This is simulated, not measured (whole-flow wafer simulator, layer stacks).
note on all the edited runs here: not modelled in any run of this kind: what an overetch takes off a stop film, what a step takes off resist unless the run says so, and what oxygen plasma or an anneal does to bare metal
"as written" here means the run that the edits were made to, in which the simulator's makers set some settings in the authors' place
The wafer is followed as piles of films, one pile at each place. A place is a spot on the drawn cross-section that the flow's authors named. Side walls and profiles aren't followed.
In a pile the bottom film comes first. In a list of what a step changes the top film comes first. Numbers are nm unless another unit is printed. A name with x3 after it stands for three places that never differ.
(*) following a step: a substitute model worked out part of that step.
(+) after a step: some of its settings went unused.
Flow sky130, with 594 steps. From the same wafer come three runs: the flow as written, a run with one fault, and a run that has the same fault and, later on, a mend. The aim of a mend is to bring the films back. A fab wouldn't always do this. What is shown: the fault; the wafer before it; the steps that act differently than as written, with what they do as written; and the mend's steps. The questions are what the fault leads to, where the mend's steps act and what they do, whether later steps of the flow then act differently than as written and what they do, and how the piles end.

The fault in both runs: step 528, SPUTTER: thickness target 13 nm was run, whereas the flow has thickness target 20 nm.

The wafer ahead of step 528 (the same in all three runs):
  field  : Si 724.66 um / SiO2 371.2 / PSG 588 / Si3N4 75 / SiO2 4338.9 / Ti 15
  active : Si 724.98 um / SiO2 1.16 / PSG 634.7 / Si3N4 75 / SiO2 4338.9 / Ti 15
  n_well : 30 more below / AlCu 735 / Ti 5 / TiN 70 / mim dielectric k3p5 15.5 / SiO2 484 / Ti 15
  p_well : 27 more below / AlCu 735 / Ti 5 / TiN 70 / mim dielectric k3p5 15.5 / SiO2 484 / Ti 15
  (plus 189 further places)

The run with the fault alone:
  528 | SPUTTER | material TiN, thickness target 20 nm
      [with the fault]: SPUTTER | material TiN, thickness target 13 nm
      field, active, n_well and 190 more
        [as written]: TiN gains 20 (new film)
        [with the fault]: TiN gains 13 (new film)
  Later steps of the flow acting differently than as written (19 other steps are not shown; they differ only slightly, by no more than 2% or 0.5 nm, whichever is larger):
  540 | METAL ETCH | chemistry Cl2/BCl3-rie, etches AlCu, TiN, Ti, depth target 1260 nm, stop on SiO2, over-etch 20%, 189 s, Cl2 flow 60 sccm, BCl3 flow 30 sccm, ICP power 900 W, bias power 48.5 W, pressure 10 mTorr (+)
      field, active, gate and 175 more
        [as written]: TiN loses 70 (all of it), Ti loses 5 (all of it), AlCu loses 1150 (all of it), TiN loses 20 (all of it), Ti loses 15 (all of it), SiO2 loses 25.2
        [with the fault]: TiN loses 70 (all of it), Ti loses 5 (all of it), AlCu loses 1150 (all of it), TiN loses 13 (all of it), Ti loses 15 (all of it), SiO2 loses 25.9
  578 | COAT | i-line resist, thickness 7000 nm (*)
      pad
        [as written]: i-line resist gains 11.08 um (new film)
        [with the fault]: i-line resist gains 11.09 um (new film)
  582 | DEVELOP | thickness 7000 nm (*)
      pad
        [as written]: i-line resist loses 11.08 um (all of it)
        [with the fault]: i-line resist loses 11.09 um (all of it)
  At n_well, p_well, sd_n and 12 more, the piles at the end differ from the flow's by more than 2% or 0.5 nm, whichever is larger.
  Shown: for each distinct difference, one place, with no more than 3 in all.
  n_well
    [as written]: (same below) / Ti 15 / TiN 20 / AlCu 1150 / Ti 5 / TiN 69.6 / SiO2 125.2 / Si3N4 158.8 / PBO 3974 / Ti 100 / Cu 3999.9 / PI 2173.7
    [with the fault]: (same below) / Ti 15 / TiN 13 / AlCu 1150 / Ti 5 / TiN 69.6 / SiO2 125.2 / Si3N4 158.8 / PBO 3979.1 / Ti 100 / Cu 3999.9 / PI 2174.5
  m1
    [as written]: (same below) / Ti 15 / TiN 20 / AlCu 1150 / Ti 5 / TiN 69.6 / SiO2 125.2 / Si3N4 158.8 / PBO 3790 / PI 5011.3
    [with the fault]: (same below) / Ti 15 / TiN 13 / AlCu 1150 / Ti 5 / TiN 69.6 / SiO2 125.2 / Si3N4 158.8 / PBO 3795.8 / PI 5011.6
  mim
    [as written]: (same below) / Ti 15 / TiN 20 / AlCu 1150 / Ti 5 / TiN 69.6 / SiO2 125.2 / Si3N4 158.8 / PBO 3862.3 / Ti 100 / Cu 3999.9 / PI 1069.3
    [with the fault]: (same below) / Ti 15 / TiN 13 / AlCu 1150 / Ti 5 / TiN 69.6 / SiO2 125.2 / Si3N4 158.8 / PBO 3867.7 / Ti 100 / Cu 3999.9 / PI 1069.9

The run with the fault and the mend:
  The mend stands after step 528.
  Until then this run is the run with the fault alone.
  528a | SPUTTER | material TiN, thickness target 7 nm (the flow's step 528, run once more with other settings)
      field, active, n_well and 190 more
        TiN gains 7
  Every later step of the flow that is run acts as written at every place that is followed.
  By the end, the piles equal the flow's at every place that both follow.
